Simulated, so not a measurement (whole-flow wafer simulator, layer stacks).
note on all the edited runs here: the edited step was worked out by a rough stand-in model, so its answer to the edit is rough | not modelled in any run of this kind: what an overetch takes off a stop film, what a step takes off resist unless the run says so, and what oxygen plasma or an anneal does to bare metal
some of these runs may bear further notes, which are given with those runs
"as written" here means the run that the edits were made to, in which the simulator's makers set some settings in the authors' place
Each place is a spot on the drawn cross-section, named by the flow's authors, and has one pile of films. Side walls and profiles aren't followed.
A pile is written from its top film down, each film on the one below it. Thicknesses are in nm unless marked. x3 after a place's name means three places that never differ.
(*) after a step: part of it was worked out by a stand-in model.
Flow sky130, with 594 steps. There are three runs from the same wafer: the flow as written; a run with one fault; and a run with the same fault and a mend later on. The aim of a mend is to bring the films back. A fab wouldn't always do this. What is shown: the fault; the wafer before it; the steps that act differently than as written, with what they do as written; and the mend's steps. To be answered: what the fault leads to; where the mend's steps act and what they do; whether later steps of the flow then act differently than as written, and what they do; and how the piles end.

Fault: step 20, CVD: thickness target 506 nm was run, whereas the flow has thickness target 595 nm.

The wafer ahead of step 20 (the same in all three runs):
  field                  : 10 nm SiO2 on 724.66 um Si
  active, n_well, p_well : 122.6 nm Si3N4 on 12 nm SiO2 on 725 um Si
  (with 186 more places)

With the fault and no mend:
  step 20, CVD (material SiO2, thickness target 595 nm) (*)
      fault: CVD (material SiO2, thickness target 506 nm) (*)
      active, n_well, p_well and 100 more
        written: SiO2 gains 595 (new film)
        fault: SiO2 gains 506 (new film)
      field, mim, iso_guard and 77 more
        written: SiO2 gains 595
        fault: SiO2 gains 506
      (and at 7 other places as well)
  Steps later in the flow that act otherwise than as written (not shown: 97 more steps that differ only slightly, by at most 2% or 0.5 nm, whichever is larger):
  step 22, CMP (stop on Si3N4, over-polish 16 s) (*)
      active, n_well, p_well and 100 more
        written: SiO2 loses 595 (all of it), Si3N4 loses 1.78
        fault: SiO2 loses 506 (all of it), Si3N4 loses 1.78
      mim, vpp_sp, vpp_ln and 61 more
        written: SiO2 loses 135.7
        fault: SiO2 loses 46.7
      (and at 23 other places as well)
  When the end is reached, the piles differ only a little from the flow's at the places that both follow, at most by 2% or 0.5 nm, whichever is larger.

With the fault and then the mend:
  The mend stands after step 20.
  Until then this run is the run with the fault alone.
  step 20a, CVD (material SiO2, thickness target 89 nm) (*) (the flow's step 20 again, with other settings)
      field, active, n_well and 187 more
        SiO2 gains 89
  Later steps of the flow that are run all act as written at every place that is followed.
  At every place that both follow, the piles at the end match the flow's.
